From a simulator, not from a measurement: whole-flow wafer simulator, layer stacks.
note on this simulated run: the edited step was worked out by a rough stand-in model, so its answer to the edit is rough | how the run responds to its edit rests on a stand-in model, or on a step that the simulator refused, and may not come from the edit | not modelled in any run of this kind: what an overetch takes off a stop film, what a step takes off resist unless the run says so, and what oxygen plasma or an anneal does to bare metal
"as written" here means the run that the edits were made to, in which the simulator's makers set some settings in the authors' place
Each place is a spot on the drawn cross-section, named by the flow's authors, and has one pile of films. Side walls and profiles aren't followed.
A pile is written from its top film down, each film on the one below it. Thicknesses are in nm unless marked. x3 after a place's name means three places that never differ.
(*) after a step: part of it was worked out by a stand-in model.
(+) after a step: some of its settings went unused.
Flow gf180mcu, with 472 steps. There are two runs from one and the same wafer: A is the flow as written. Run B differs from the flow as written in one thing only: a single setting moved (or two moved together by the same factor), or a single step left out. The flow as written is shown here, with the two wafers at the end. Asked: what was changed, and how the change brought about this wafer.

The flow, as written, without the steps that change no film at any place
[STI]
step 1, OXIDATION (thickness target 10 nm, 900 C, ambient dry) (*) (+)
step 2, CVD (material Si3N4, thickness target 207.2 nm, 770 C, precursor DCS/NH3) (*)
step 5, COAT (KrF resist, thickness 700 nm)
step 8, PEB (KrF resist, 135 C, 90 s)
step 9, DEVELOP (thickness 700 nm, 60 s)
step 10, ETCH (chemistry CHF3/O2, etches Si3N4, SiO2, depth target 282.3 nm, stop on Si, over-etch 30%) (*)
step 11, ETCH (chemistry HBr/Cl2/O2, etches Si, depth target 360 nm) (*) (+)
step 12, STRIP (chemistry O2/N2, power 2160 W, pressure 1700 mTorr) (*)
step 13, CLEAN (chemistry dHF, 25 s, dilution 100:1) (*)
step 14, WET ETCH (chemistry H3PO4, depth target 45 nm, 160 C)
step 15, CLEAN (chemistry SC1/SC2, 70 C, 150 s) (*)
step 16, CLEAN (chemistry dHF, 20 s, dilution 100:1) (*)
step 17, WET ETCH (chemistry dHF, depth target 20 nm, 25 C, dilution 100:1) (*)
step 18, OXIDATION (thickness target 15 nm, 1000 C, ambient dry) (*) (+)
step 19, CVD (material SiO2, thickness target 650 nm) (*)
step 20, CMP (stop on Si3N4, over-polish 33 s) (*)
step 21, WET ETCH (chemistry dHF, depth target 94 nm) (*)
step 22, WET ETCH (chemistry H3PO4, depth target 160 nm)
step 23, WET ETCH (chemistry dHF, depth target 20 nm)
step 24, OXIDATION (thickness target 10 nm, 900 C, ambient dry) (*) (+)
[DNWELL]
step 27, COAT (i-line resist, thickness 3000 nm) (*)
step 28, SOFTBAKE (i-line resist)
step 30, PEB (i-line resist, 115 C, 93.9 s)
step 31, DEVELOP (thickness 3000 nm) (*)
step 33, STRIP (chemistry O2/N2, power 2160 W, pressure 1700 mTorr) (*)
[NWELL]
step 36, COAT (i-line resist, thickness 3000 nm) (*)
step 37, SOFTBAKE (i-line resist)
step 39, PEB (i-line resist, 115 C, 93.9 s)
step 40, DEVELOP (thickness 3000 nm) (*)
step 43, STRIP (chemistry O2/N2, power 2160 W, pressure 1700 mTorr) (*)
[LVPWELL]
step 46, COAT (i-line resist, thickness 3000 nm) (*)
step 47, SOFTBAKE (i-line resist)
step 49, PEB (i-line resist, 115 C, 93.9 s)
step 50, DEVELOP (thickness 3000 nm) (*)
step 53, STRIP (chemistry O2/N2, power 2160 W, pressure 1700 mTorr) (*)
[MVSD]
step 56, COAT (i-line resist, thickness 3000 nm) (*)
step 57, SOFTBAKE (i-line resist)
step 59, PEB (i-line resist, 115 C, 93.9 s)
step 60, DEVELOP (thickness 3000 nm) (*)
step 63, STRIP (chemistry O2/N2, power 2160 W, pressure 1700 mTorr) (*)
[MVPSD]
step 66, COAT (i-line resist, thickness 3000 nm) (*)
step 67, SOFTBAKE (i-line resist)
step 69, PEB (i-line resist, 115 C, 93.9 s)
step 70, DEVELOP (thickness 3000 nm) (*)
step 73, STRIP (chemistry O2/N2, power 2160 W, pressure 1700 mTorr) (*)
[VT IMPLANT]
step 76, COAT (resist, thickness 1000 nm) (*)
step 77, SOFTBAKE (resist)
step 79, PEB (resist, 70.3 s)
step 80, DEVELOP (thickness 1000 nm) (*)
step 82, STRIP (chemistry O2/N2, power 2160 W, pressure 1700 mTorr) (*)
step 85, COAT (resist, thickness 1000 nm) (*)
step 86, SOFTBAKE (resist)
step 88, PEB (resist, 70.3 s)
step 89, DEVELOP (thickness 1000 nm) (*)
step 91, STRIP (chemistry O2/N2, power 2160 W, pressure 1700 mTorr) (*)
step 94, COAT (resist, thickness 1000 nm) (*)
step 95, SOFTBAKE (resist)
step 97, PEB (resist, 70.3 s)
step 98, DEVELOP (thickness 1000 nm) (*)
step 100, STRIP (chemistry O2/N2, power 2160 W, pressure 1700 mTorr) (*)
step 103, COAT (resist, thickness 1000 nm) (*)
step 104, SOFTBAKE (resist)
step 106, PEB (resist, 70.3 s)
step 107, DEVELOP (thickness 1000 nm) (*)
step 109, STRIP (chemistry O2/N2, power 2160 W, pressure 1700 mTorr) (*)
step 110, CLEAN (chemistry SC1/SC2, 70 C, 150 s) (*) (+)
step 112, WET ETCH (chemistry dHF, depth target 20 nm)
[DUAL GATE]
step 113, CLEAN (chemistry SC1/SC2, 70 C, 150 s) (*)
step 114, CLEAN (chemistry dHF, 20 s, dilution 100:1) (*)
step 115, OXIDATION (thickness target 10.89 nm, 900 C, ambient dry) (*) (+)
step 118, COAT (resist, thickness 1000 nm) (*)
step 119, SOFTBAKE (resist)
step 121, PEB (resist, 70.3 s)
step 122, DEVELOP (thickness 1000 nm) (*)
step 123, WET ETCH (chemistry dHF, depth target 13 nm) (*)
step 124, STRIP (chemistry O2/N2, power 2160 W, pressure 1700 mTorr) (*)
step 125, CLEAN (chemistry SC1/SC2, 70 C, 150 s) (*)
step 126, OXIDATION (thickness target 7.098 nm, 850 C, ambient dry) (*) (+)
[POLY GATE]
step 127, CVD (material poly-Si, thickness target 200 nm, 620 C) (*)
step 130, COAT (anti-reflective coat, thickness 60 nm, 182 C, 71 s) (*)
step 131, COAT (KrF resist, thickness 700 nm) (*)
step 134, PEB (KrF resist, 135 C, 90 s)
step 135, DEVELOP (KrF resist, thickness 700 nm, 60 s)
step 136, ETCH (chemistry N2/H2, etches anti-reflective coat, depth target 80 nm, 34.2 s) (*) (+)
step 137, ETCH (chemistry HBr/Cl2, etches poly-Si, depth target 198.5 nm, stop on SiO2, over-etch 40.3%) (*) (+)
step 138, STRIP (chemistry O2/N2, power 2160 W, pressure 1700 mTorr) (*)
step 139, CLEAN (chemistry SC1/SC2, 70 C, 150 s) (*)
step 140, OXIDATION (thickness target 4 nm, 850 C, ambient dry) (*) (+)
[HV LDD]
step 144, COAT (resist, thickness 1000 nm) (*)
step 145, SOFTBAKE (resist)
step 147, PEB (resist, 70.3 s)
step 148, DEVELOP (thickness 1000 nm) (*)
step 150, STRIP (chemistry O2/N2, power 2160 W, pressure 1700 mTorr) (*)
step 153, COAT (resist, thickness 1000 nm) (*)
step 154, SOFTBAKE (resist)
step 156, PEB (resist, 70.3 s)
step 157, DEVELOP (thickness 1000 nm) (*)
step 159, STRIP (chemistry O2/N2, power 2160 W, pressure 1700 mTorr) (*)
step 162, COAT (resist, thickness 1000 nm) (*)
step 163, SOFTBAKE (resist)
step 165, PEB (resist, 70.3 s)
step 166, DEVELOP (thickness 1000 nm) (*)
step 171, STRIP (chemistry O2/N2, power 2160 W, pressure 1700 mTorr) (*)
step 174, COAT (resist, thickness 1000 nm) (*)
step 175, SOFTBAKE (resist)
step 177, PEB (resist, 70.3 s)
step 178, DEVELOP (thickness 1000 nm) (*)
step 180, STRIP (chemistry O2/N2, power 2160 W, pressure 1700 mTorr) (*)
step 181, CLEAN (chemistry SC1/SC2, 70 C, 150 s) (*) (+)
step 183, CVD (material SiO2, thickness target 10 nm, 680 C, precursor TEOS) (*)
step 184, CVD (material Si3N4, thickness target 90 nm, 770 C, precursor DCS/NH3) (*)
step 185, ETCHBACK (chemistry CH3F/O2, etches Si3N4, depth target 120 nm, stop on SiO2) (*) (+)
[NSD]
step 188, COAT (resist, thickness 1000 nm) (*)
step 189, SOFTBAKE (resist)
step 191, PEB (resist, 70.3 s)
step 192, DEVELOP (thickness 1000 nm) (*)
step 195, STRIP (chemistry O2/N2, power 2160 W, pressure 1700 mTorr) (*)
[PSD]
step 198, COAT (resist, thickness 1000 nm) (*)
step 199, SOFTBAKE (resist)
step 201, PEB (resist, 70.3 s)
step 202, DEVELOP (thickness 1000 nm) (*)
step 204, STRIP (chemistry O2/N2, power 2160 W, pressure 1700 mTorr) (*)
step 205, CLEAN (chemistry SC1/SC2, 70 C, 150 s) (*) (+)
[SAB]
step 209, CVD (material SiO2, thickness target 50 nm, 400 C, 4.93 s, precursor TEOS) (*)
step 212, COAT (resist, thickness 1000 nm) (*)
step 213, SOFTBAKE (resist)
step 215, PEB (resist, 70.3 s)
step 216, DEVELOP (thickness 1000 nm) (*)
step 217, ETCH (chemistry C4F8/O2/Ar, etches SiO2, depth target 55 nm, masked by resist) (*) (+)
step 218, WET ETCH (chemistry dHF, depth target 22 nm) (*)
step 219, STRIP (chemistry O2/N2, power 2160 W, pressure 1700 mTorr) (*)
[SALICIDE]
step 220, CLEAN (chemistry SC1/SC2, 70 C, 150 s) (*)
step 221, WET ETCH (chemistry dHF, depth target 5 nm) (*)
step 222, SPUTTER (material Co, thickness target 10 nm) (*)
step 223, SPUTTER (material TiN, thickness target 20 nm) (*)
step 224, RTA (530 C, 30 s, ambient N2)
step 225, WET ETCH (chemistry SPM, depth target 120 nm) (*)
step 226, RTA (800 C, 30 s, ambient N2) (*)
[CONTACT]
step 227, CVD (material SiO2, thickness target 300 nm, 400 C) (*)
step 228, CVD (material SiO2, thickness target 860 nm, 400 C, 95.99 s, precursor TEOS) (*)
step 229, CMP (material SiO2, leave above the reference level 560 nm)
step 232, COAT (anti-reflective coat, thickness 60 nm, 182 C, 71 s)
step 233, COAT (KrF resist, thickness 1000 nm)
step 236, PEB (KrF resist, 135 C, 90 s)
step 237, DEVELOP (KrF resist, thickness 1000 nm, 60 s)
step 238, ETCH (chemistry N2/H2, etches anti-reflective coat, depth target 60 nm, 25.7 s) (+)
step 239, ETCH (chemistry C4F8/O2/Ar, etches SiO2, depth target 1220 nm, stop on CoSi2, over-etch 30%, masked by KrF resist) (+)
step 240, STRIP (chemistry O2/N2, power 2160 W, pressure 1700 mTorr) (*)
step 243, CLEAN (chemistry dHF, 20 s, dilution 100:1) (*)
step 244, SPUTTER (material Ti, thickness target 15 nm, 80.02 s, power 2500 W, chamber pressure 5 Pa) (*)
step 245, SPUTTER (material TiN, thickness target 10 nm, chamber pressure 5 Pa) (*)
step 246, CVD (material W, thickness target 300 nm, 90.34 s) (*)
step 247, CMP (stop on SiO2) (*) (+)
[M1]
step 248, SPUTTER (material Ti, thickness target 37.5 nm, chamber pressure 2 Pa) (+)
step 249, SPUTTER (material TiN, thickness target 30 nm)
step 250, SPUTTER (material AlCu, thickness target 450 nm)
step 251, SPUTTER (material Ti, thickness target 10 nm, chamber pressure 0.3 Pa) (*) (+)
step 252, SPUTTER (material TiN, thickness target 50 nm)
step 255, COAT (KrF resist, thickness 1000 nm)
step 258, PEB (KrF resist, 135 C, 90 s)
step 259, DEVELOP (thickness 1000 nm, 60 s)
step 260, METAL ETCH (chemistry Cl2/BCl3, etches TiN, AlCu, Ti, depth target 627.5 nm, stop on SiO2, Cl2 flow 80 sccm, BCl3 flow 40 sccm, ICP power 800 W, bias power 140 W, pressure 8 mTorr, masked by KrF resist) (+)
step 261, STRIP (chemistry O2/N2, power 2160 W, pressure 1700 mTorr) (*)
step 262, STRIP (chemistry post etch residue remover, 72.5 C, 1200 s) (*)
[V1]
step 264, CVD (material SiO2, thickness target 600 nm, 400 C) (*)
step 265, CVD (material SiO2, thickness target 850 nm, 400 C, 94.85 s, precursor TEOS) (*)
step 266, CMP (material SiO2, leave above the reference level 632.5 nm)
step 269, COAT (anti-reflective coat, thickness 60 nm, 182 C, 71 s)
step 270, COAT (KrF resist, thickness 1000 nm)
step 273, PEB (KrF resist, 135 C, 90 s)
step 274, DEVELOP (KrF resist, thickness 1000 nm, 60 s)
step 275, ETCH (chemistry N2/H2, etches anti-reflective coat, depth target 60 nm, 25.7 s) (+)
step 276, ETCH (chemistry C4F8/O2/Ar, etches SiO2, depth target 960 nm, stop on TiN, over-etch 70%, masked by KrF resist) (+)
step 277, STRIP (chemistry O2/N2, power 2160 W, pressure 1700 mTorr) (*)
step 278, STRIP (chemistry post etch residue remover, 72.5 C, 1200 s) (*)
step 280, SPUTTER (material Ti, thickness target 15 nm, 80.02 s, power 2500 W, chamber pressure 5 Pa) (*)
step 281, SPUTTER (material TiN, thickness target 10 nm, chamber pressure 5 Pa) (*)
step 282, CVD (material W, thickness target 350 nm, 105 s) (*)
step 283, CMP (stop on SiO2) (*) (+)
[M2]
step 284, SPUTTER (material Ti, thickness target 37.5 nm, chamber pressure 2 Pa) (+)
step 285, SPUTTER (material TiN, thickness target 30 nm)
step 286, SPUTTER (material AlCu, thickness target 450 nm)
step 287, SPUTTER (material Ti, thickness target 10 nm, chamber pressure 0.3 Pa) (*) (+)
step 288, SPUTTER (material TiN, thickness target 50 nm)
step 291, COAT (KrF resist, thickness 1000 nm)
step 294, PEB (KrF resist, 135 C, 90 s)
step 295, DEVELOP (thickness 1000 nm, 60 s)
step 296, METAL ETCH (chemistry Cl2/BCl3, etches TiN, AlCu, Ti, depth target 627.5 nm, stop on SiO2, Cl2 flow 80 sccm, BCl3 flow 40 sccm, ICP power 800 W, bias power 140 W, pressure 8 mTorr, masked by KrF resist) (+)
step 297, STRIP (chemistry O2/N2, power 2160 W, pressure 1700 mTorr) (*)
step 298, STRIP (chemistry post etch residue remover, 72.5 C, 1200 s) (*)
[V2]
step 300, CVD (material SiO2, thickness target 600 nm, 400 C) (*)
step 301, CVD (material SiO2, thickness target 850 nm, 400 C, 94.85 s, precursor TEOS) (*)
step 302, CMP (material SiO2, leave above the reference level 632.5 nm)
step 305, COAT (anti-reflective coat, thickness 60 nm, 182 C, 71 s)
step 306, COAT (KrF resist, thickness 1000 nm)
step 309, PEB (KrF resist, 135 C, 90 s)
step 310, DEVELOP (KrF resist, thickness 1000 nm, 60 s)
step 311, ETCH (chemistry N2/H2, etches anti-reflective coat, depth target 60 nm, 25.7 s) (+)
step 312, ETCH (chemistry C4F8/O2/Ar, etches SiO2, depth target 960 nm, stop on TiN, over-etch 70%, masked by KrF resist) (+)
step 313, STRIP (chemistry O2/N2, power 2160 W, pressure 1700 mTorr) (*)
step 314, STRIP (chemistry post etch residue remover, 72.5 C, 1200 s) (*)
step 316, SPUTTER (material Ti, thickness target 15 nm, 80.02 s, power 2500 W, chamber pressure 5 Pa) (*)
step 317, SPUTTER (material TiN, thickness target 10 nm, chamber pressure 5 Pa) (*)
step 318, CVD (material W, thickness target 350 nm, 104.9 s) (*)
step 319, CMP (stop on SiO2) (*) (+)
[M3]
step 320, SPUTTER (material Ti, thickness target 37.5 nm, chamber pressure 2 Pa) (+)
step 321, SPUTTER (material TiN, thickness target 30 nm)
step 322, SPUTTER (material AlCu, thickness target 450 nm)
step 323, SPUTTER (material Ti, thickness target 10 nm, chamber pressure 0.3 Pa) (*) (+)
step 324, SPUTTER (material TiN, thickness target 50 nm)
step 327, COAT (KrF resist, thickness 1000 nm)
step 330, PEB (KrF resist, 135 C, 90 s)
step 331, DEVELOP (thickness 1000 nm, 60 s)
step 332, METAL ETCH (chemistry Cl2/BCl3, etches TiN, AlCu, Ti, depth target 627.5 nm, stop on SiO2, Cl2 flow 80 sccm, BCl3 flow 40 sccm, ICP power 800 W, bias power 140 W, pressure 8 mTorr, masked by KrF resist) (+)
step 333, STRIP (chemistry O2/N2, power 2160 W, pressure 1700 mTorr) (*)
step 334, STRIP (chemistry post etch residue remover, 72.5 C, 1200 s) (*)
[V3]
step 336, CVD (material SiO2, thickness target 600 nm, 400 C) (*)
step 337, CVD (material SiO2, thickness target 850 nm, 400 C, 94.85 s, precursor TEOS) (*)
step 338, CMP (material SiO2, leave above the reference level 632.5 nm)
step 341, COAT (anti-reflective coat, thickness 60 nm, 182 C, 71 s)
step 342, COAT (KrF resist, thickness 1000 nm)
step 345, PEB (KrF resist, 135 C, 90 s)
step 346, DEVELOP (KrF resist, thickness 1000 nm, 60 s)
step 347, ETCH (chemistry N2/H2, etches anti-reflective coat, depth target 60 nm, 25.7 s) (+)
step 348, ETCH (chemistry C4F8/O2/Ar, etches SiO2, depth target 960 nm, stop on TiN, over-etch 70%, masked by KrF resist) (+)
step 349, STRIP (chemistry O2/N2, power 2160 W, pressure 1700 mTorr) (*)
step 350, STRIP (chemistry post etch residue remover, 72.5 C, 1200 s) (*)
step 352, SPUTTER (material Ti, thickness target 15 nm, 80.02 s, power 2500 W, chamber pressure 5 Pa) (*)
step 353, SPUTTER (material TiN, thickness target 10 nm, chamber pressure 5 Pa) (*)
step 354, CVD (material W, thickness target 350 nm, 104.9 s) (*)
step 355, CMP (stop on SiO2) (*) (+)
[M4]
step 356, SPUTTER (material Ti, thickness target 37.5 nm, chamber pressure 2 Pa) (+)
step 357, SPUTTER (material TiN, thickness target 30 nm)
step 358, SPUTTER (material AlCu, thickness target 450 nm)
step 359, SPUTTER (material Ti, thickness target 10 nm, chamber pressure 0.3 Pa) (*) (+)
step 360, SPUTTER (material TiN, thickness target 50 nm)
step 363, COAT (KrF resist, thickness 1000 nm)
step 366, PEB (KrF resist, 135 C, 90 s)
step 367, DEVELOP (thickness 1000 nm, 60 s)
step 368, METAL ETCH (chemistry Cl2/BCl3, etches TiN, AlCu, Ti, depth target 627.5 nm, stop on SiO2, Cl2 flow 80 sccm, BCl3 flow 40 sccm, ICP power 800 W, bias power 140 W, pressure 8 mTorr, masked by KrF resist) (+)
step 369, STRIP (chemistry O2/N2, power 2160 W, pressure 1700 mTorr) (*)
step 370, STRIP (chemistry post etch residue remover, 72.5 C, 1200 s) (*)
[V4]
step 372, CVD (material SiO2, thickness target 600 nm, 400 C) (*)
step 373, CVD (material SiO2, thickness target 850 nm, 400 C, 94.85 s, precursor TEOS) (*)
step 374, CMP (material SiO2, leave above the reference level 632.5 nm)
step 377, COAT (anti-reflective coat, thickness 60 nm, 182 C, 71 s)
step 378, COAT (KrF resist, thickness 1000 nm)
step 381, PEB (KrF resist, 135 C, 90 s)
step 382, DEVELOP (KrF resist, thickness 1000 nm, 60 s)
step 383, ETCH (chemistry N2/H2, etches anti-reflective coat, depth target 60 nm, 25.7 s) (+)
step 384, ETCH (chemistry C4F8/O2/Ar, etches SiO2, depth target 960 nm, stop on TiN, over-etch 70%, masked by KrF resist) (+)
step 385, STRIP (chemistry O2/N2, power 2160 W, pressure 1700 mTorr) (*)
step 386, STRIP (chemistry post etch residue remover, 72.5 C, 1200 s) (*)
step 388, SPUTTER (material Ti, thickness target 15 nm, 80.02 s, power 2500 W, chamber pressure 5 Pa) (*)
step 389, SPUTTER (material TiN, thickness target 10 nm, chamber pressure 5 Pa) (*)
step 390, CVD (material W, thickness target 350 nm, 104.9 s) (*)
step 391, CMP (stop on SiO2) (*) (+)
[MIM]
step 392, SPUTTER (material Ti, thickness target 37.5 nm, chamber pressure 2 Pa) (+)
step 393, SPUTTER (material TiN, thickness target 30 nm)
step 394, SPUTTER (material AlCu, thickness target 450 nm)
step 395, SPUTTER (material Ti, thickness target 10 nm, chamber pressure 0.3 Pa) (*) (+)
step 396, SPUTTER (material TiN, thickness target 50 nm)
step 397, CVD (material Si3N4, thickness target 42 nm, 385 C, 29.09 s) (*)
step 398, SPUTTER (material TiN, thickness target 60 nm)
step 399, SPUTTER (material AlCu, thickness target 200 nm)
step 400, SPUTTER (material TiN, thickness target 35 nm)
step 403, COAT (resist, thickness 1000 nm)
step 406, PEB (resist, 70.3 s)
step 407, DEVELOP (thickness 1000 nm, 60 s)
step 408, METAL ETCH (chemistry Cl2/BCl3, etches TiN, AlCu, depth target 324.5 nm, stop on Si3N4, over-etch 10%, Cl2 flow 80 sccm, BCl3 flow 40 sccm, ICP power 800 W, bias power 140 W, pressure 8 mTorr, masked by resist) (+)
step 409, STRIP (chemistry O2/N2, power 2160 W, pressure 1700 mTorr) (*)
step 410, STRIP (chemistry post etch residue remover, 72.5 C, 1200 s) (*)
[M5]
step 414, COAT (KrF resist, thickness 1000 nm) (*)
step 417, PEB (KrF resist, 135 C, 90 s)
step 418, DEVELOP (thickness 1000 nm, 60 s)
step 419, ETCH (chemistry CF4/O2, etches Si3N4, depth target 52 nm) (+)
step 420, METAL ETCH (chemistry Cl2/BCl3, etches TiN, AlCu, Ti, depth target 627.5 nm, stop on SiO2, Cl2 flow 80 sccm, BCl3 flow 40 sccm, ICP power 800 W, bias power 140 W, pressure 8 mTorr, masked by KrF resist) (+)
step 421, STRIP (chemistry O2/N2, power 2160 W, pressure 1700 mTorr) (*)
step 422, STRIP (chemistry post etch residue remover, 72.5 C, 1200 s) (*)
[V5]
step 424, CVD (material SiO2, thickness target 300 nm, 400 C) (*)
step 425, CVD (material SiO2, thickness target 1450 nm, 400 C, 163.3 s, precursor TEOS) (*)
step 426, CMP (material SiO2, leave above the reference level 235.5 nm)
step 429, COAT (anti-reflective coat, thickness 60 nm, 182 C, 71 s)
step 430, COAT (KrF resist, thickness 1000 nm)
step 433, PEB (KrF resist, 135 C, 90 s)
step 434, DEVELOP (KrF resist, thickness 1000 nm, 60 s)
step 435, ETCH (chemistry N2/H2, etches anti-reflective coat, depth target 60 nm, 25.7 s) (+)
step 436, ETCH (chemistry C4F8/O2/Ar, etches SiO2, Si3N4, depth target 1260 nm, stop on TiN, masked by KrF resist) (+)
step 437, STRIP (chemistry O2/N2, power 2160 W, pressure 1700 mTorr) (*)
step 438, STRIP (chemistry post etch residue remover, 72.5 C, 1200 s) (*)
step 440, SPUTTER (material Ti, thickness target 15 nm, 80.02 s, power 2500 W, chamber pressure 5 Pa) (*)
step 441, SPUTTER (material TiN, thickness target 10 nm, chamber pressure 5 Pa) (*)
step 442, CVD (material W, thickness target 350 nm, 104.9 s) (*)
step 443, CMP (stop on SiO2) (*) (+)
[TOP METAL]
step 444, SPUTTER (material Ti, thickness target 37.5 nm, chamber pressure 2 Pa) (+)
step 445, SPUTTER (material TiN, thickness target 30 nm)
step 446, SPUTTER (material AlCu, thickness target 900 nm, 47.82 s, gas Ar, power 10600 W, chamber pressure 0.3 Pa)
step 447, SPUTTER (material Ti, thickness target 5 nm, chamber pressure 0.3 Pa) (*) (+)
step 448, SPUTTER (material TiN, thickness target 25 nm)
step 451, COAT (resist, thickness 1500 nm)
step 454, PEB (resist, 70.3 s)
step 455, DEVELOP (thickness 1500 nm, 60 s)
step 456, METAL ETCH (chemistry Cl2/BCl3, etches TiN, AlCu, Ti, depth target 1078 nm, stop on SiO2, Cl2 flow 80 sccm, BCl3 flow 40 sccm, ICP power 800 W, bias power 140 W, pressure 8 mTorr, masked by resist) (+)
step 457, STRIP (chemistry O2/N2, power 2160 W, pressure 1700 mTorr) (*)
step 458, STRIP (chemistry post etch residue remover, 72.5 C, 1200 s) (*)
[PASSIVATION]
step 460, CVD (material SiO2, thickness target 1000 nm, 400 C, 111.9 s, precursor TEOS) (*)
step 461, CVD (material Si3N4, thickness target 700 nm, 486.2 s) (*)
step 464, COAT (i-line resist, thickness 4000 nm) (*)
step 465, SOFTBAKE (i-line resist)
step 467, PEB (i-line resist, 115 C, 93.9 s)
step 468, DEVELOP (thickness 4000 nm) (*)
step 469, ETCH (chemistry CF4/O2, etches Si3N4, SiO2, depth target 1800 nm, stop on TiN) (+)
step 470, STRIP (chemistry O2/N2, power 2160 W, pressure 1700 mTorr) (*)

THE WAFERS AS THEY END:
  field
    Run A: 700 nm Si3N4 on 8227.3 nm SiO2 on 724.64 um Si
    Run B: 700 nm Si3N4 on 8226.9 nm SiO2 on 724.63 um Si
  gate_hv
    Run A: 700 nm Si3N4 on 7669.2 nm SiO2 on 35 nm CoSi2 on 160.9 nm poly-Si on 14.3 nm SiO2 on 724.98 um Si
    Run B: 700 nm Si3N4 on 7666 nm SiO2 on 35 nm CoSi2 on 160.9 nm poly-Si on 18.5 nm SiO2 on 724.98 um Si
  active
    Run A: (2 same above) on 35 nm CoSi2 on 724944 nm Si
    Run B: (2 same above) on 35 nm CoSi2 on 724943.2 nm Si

What caused this: step 115, OXIDATION: thickness target 15.51 nm was run, though the flow has thickness target 10.89 nm.

Step by step, how the change led to this:
  step 115, OXIDATION (thickness target 10.89 nm, 900 C, ambient dry) (*) (+)
      active, n_well, p_well and 40 more: A SiO2 gains 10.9 (new film), Si loses 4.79 | B SiO2 gains 15.5 (new film), Si loses 6.83
      sti, mim_1p0, pad and 21 more: A SiO2 gains 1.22, Si loses 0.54 | B SiO2 gains 2.14, Si loses 0.94
      (as well as at 25 more places)
  step 123, WET ETCH (chemistry dHF, depth target 13 nm) (*)
      active, n_well, p_well and 12 more: A SiO2 loses 10.9 (all of it) | B SiO2 loses 13
  step 124, STRIP (chemistry O2/N2, power 2160 W, pressure 1700 mTorr) (*)
      active, n_well, p_well and 12 more: A chemical SiO2 gains 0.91 (new film), Si loses 0.4 | B nothing
  step 126, OXIDATION (thickness target 7.098 nm, 850 C, ambient dry) (*) (+)
      active, n_well, p_well and 12 more: A SiO2 gains 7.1 (new film), chemical SiO2 loses 0.76 (all of it), Si loses 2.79 | B SiO2 gains 4.92, Si loses 2.17
  step 130, COAT (anti-reflective coat, thickness 60 nm, 182 C, 71 s) (*)
      p_well, spacer, sd_n: A anti-reflective coat gains 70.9 (new film) | B anti-reflective coat gains 72.7 (new film)
      ld_fp_p, ld_drift_p: A anti-reflective coat gains 47.8 (new film) | B anti-reflective coat gains 48.8 (new film)
      (as well as at 4 more places)
  step 136, ETCH (chemistry N2/H2, etches anti-reflective coat, depth target 80 nm, 34.2 s) (*) (+)
      p_well, spacer, sd_n: A anti-reflective coat loses 70.9 (all of it), poly-Si loses 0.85 | B anti-reflective coat loses 72.7 (all of it), poly-Si loses 0.8
      ld_drift_p: A anti-reflective coat loses 47.8 (all of it), poly-Si loses 1.44 | B anti-reflective coat loses 48.8 (all of it), poly-Si loses 1.42
      (as well as at 2 more places)
  step 138, STRIP (chemistry O2/N2, power 2160 W, pressure 1700 mTorr) (*)
      ld_fp_p: A chemical SiO2 gains 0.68 (new film), KrF resist loses 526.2 (all of it), anti-reflective coat loses 47.8 (all of it), poly-Si loses 0.3 | B chemical SiO2 gains 0.68 (new film), KrF resist loses 526 (all of it), anti-reflective coat loses 48.8 (all of it), poly-Si loses 0.3
      ldn_fp: A chemical SiO2 gains 0.68 (new film), KrF resist loses 530.2 (all of it), anti-reflective coat loses 48.5 (all of it), poly-Si loses 0.3 | B chemical SiO2 gains 0.68 (new film), KrF resist loses 530 (all of it), anti-reflective coat loses 49.5 (all of it), poly-Si loses 0.3
      (as well as at 1 more place)
  step 189, SOFTBAKE (resist)
      field__w9: A resist gains 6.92 | B resist loses 3.08
      active_hv: A resist gains 2.68 | B resist loses 0.61
      (as well as at 1 more place)
  step 199, SOFTBAKE (resist)
      field__w9: A resist gains 6.92 | B resist loses 3.08
      active_hv: A resist gains 2.68 | B resist loses 0.61
      (as well as at 1 more place)
  step 218, WET ETCH (chemistry dHF, depth target 22 nm) (*)
      ldn_tap, ldn_src, ldn_drn, ldp_tap, ldp_src, ldp_drn, ldp_gr: A SiO2 loses 16 (all of it) | B SiO2 loses 20.1 (all of it)
      ld_drn_n, ld_sd_p: A SiO2 loses 14.8 (all of it) | B SiO2 loses 18.9 (all of it)
      (as well as at 5 more places)
